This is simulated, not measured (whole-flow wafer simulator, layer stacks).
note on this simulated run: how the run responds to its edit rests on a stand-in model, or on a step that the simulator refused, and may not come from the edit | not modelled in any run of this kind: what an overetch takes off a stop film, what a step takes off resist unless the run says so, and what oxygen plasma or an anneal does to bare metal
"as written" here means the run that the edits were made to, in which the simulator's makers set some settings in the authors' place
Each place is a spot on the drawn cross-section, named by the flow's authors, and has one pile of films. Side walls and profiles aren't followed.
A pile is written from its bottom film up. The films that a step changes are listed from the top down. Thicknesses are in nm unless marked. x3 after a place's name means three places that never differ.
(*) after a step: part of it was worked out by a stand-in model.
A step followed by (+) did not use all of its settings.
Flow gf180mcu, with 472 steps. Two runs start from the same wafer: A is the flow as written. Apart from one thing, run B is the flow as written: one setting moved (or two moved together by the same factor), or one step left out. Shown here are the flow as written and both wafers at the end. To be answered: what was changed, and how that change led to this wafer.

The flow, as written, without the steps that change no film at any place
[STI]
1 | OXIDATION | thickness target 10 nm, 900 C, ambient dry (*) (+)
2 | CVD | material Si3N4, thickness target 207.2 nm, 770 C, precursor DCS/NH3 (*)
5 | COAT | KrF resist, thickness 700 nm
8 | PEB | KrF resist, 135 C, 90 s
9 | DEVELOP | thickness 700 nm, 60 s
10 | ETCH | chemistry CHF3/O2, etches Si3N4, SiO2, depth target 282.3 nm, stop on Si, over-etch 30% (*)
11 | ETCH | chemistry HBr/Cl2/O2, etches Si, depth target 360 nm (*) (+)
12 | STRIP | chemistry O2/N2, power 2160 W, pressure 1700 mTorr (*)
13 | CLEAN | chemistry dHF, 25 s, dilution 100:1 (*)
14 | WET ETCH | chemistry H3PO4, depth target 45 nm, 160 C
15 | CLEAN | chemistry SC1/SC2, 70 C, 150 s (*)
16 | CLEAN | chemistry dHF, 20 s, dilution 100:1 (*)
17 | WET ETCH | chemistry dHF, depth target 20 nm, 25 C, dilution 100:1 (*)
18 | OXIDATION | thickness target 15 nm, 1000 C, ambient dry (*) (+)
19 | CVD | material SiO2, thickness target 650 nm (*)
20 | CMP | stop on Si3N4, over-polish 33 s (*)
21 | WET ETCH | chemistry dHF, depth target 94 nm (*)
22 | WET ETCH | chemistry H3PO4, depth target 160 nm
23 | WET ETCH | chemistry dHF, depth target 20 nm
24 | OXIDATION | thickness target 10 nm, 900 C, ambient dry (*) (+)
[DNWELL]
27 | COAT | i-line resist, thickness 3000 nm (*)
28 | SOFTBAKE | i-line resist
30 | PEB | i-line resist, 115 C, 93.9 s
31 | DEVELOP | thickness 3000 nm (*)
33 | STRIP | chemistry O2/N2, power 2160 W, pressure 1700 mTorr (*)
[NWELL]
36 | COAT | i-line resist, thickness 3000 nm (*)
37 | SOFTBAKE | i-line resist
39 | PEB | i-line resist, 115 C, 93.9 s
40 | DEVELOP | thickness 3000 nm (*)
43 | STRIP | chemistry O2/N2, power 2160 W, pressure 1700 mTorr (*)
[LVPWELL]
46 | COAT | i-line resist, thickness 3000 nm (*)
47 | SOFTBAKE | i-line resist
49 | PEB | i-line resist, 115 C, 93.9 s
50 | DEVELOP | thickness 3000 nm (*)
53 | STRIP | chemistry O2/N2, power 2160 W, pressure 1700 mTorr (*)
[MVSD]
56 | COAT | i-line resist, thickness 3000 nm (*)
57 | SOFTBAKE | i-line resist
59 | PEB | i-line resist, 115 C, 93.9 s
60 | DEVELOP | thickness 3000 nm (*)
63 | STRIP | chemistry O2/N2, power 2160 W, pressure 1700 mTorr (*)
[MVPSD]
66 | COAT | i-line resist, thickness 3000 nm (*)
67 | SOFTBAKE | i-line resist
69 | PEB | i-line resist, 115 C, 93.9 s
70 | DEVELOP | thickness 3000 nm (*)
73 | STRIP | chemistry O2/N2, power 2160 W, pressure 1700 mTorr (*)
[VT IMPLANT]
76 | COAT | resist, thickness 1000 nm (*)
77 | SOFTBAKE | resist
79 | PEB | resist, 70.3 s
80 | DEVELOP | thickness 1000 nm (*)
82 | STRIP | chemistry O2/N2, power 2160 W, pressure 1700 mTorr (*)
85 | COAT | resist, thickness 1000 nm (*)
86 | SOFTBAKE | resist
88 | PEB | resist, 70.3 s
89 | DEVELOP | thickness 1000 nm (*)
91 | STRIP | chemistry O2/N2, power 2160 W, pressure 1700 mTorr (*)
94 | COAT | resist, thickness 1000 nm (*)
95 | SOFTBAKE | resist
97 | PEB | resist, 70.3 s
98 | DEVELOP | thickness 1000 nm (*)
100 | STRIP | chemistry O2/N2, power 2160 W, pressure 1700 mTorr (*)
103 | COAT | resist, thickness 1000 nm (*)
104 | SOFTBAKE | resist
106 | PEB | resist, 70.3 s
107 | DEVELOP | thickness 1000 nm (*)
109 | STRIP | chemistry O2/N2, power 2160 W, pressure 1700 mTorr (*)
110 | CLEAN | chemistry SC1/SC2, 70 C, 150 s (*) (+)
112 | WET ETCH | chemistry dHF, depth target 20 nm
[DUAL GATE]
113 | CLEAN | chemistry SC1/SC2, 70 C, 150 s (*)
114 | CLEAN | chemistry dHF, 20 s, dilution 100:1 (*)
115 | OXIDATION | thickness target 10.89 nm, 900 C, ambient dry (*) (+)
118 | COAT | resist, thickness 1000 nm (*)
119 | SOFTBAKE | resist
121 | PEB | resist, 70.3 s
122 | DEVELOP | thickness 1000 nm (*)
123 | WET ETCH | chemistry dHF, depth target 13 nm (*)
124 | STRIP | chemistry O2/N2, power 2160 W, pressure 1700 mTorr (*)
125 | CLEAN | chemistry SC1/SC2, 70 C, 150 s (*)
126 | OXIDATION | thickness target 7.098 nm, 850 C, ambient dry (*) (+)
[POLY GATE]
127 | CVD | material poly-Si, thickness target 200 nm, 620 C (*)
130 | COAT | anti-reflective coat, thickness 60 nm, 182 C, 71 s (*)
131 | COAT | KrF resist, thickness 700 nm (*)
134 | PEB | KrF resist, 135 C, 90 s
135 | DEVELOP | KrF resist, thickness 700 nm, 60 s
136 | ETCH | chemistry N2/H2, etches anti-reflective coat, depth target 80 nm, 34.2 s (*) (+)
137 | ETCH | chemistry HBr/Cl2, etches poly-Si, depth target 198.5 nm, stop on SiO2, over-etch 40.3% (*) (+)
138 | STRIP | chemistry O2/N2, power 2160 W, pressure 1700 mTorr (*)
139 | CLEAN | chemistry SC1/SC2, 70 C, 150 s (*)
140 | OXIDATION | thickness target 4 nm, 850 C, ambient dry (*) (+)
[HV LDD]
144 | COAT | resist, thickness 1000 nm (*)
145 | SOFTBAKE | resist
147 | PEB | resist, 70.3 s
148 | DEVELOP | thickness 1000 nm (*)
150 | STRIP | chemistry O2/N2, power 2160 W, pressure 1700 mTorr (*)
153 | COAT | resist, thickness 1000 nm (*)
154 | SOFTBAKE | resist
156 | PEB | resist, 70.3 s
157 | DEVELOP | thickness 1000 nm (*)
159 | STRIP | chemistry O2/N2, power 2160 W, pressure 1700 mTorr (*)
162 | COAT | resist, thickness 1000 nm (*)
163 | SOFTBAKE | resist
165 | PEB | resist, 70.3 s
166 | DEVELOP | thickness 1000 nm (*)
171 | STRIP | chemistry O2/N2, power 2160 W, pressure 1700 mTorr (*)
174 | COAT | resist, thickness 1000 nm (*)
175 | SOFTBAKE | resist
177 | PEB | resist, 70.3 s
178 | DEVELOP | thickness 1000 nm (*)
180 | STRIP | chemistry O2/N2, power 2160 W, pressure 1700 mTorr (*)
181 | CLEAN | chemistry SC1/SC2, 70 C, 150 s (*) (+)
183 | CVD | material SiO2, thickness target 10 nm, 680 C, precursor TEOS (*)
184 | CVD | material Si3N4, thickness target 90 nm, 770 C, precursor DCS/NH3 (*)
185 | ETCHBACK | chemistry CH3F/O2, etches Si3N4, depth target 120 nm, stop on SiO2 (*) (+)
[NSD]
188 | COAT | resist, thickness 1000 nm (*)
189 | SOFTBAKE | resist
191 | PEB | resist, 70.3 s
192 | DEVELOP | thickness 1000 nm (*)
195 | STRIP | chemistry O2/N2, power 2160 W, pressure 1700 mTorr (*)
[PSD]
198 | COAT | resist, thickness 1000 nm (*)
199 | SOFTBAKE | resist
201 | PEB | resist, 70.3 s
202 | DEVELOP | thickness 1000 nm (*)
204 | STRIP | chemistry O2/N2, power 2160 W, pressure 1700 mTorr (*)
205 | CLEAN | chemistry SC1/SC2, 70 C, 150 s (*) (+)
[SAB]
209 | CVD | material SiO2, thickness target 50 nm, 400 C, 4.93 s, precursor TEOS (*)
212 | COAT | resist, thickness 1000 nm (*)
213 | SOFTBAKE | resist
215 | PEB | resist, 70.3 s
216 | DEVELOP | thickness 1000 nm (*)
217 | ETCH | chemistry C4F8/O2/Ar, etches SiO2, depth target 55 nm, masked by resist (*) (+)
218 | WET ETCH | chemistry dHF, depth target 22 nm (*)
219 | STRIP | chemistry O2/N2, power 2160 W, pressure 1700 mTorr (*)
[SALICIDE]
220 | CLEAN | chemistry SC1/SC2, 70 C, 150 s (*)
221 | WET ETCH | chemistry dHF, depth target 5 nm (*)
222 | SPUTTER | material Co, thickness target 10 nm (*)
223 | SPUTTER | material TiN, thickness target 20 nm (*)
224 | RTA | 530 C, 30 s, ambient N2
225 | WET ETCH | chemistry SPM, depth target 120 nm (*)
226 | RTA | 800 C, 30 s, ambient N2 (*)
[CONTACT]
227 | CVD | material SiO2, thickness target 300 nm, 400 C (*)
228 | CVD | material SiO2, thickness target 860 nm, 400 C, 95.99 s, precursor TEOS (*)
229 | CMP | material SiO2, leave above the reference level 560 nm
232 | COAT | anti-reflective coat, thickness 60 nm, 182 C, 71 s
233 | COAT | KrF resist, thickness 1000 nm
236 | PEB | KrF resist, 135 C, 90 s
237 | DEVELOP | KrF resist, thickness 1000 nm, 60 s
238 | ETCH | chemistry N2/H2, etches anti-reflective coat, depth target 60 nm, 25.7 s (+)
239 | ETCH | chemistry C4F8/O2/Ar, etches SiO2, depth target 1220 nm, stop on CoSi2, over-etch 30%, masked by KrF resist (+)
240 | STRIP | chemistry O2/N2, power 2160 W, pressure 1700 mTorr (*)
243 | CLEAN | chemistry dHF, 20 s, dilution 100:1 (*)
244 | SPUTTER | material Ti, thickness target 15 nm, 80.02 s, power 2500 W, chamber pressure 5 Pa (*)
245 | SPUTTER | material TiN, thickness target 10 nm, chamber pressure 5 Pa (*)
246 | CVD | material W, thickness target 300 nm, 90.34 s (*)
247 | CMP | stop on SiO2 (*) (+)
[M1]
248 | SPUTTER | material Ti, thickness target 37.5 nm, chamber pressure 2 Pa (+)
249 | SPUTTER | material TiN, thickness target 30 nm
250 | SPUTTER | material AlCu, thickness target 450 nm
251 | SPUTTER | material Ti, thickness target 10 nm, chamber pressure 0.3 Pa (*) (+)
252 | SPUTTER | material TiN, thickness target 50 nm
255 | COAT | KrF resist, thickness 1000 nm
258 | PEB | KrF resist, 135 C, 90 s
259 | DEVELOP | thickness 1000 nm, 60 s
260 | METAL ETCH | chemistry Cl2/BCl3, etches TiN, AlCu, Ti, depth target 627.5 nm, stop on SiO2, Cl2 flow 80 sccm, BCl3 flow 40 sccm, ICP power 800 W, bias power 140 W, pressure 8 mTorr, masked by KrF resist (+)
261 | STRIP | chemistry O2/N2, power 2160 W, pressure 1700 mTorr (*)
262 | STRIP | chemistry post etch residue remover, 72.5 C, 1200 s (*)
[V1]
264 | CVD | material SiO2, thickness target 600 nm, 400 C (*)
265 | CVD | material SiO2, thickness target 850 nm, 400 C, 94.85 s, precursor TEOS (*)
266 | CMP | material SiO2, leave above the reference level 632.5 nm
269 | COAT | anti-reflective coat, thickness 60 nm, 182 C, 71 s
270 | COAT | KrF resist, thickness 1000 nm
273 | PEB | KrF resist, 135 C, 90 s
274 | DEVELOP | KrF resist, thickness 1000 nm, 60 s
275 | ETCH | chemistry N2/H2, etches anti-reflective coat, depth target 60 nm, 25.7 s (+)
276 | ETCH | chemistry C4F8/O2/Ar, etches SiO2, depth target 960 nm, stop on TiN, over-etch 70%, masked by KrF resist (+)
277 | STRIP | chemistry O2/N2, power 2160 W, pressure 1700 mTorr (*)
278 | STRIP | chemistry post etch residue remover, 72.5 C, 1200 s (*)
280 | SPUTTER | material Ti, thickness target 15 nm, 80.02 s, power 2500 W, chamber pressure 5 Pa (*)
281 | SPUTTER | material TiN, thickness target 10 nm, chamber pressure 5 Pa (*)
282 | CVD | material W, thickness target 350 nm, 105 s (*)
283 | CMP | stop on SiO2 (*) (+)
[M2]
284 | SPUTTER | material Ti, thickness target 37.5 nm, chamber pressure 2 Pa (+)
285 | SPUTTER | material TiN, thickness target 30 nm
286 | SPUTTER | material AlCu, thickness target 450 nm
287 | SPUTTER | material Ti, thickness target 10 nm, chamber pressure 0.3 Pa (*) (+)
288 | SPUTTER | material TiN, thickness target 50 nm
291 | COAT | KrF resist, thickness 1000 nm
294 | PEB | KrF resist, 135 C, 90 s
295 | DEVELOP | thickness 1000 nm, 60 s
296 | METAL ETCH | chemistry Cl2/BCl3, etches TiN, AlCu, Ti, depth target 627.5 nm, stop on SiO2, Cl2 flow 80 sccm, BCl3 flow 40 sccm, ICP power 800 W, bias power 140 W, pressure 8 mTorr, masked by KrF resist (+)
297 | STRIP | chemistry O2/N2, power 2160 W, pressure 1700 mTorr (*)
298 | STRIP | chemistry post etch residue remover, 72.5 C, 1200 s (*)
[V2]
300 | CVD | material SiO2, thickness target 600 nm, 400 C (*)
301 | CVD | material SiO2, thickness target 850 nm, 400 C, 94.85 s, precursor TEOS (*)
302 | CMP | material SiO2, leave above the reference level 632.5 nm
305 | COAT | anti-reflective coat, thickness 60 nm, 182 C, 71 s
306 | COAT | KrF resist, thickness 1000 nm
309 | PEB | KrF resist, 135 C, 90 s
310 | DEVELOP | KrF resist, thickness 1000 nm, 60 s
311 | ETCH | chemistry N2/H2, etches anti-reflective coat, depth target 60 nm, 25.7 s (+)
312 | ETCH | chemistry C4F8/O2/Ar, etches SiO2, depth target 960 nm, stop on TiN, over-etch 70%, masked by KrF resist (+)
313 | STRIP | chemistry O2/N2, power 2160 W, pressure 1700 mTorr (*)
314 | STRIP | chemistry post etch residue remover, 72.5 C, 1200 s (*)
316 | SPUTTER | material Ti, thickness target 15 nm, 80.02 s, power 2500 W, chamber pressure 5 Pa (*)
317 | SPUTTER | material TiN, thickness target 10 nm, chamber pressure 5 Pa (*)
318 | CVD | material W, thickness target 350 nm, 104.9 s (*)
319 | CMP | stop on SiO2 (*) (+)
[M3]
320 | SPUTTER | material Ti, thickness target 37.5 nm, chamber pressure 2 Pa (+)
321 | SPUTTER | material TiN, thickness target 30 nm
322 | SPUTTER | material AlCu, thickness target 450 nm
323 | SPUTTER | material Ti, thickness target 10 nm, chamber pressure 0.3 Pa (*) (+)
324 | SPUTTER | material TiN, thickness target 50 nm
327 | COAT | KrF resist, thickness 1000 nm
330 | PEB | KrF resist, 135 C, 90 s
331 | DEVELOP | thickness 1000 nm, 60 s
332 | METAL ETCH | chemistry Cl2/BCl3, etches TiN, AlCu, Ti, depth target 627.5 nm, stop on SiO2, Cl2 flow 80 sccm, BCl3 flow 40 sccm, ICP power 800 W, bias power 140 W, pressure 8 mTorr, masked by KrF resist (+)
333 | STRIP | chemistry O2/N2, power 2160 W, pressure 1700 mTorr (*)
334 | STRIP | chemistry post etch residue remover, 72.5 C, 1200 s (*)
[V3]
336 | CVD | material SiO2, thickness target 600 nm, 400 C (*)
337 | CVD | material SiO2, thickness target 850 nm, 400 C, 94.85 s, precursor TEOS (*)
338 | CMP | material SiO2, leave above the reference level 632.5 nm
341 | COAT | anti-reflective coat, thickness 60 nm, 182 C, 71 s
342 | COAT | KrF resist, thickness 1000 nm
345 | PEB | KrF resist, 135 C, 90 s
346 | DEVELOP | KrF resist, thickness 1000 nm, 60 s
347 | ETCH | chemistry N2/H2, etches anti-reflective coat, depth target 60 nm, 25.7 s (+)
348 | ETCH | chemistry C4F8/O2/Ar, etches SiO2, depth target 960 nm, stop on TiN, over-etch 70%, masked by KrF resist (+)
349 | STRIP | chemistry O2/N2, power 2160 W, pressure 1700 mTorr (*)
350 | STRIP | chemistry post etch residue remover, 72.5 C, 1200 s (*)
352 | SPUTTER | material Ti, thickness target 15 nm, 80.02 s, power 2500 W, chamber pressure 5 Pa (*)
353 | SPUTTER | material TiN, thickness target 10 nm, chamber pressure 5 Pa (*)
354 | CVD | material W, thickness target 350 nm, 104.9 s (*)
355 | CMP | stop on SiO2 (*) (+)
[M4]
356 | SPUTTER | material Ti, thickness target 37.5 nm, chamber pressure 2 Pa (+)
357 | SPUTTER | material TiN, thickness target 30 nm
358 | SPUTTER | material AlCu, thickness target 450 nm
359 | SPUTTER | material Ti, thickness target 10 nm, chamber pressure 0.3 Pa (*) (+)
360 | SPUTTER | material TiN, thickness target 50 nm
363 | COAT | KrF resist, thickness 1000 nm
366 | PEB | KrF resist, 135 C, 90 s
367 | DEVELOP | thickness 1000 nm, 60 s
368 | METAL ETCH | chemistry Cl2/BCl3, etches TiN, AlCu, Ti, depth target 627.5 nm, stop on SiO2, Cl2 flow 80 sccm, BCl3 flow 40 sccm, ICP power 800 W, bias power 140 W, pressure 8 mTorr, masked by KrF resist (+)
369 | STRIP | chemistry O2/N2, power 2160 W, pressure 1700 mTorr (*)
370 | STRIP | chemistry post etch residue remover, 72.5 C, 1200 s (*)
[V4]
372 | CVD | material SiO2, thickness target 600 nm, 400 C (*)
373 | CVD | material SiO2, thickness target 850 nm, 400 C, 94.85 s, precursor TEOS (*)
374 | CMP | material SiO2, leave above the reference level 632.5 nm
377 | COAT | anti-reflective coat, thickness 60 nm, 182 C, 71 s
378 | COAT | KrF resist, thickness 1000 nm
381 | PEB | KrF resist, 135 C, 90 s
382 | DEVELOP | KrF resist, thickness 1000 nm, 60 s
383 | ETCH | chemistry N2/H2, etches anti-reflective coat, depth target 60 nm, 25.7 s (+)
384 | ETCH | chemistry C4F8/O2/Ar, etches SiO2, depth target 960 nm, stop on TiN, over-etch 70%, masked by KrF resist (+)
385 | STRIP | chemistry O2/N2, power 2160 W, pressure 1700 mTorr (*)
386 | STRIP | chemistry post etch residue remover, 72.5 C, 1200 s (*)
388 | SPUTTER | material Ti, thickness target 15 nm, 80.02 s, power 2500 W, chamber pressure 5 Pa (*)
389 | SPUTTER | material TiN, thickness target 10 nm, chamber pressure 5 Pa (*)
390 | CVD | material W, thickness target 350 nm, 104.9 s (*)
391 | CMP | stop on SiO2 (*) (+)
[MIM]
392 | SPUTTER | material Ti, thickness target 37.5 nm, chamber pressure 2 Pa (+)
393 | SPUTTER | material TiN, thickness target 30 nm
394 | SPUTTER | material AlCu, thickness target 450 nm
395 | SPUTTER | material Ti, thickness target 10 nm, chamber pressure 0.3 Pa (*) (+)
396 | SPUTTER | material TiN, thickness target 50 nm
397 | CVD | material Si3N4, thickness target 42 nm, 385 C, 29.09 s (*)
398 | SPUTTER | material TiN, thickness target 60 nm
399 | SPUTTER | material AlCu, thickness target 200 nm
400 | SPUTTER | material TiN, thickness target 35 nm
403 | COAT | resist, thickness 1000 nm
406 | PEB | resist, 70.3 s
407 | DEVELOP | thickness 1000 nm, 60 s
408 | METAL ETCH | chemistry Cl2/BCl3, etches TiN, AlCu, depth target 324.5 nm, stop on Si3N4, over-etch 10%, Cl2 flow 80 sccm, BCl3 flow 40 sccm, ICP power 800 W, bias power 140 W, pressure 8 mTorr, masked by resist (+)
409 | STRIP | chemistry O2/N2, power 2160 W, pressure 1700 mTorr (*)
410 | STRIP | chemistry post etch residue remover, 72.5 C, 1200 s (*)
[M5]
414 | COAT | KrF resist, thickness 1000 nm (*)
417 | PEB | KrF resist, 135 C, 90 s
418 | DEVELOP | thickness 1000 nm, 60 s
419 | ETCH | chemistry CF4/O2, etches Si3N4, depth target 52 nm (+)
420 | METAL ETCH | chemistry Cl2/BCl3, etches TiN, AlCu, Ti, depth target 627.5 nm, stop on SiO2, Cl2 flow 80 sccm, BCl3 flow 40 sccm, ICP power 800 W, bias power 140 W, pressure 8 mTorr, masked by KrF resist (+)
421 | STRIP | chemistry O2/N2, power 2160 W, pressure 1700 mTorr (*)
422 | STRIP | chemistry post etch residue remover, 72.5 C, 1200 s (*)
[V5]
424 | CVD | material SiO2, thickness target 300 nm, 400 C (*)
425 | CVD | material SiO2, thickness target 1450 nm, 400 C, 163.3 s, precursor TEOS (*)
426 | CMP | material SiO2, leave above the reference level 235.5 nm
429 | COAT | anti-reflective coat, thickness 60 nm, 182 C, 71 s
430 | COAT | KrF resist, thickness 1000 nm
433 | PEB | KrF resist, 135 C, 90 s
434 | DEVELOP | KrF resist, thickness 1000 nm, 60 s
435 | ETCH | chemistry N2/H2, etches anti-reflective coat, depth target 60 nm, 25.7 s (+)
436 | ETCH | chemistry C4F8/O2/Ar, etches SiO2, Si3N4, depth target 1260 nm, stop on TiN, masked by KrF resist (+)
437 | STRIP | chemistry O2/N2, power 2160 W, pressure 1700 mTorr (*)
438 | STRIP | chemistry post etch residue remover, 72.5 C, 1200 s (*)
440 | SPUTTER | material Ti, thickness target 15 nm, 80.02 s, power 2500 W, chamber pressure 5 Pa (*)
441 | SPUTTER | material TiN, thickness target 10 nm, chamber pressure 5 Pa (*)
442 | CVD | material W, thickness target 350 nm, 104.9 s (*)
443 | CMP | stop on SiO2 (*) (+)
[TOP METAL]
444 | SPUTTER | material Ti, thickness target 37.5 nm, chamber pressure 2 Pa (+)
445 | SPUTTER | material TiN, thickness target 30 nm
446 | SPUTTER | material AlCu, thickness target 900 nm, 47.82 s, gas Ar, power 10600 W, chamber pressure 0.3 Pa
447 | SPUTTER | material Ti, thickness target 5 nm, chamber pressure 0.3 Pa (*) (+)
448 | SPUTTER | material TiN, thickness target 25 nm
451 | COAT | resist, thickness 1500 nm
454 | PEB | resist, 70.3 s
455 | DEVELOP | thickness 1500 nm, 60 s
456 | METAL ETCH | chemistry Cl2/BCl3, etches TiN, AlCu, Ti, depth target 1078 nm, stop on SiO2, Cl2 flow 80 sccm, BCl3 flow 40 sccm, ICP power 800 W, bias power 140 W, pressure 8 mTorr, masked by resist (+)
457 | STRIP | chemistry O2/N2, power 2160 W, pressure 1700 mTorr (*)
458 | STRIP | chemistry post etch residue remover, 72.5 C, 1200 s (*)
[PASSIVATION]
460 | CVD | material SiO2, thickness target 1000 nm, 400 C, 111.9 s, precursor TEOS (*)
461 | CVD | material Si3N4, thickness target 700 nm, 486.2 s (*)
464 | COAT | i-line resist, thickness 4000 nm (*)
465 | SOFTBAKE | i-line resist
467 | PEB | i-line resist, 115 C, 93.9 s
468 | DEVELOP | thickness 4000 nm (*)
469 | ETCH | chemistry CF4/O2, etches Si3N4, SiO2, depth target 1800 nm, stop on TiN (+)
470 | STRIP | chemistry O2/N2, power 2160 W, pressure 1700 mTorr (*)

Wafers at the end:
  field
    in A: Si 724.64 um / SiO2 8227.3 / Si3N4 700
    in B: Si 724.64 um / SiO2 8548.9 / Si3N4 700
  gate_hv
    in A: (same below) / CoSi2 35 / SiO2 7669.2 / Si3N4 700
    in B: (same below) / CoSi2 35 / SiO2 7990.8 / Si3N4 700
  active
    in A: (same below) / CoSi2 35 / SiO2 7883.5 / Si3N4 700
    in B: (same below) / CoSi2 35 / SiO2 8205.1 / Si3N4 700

What caused this: step 266, CMP: leave above the reference level 955.1 nm was run, while the flow as written has leave above the reference level 632.5 nm.

How this came from the change, step by step:
  266 | CMP | material SiO2, leave above the reference level 632.5 nm
      field, field__w1, field__w2 and 99 more: A -300 SiO2 | B nothing
      field__w8, contact, m1 and 6 more: A -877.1 SiO2 | B -554.5 SiO2
  269 | COAT | anti-reflective coat, thickness 60 nm, 182 C, 71 s
      field: A +60 anti-reflective coat (new film) | B +68.9 anti-reflective coat (new film)
      field__w8: A +60 anti-reflective coat (new film) | B +47 anti-reflective coat (new film)
      (as well as at 13 more places)
  275 | ETCH | chemistry N2/H2, etches anti-reflective coat, depth target 60 nm, 25.7 s (+)
      contact: A -60 anti-reflective coat (all of it), -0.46 SiO2 | B -47.2 anti-reflective coat (all of it), -0.79 SiO2
  276 | ETCH | chemistry C4F8/O2/Ar, etches SiO2, depth target 960 nm, stop on TiN, over-etch 70%, masked by KrF resist (+)
      contact: A -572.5 SiO2 (all of it) | B -894.7 SiO2 (all of it)
  277 | STRIP | chemistry O2/N2, power 2160 W, pressure 1700 mTorr (*)
      field: A -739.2 KrF resist (all of it), -60 anti-reflective coat (all of it) | B -734.6 KrF resist (all of it), -68.9 anti-reflective coat (all of it)
      field__w8: A -739.2 KrF resist (all of it), -60 anti-reflective coat (all of it) | B -737.1 KrF resist (all of it), -47 anti-reflective coat (all of it)
      (as well as at 12 more places)
  280 | SPUTTER | material Ti, thickness target 15 nm, 80.02 s, power 2500 W, chamber pressure 5 Pa (*)
      contact: A +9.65 Ti (new film) | B +8.11 Ti (new film)
  281 | SPUTTER | material TiN, thickness target 10 nm, chamber pressure 5 Pa (*)
      contact: A +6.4 TiN (new film) | B +5.38 TiN (new film)
  282 | CVD | material W, thickness target 350 nm, 105 s (*)
      contact: A +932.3 W (new film) | B +1234.8 W (new film)
  283 | CMP | stop on SiO2 (*) (+)
      m1, m1__w1, polyc_n, polyc_n_rim, polyc_p, polyc_p_rim, m1_nw: A -350 W (all of it), -10 TiN (all of it), -15 Ti (all of it), -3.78 SiO2 | B -350 W (all of it), -10 TiN (all of it), -15 Ti (all of it), -4.77 SiO2
      field__w8: A -350 W (all of it), -10 TiN (all of it), -15 Ti (all of it), -3.78 SiO2 | B -350 W (all of it), -10 TiN (all of it), -15 Ti (all of it), -4.78 SiO2
  297 | STRIP | chemistry O2/N2, power 2160 W, pressure 1700 mTorr (*)
      field__w8: A -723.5 KrF resist (all of it) | B -705.5 KrF resist (all of it)
      m1: A -723.5 KrF resist (all of it) | B -705.4 KrF resist (all of it)
      (as well as at 2 more places)
  302 | CMP | material SiO2, leave above the reference level 632.5 nm
      field, field__w1, field__w2 and 99 more: A -300 SiO2 | B -278.4 SiO2
      contact: A -877.1 SiO2 | B -855.5 SiO2
  312 | ETCH | chemistry C4F8/O2/Ar, etches SiO2, depth target 960 nm, stop on TiN, over-etch 70%, masked by KrF resist (+)
      contact: A -572.5 SiO2 (all of it) | B -594.1 SiO2 (all of it)
  318 | CVD | material W, thickness target 350 nm, 104.9 s (*)
      contact: A +932.3 W (new film) | B +954.1 W (new film)
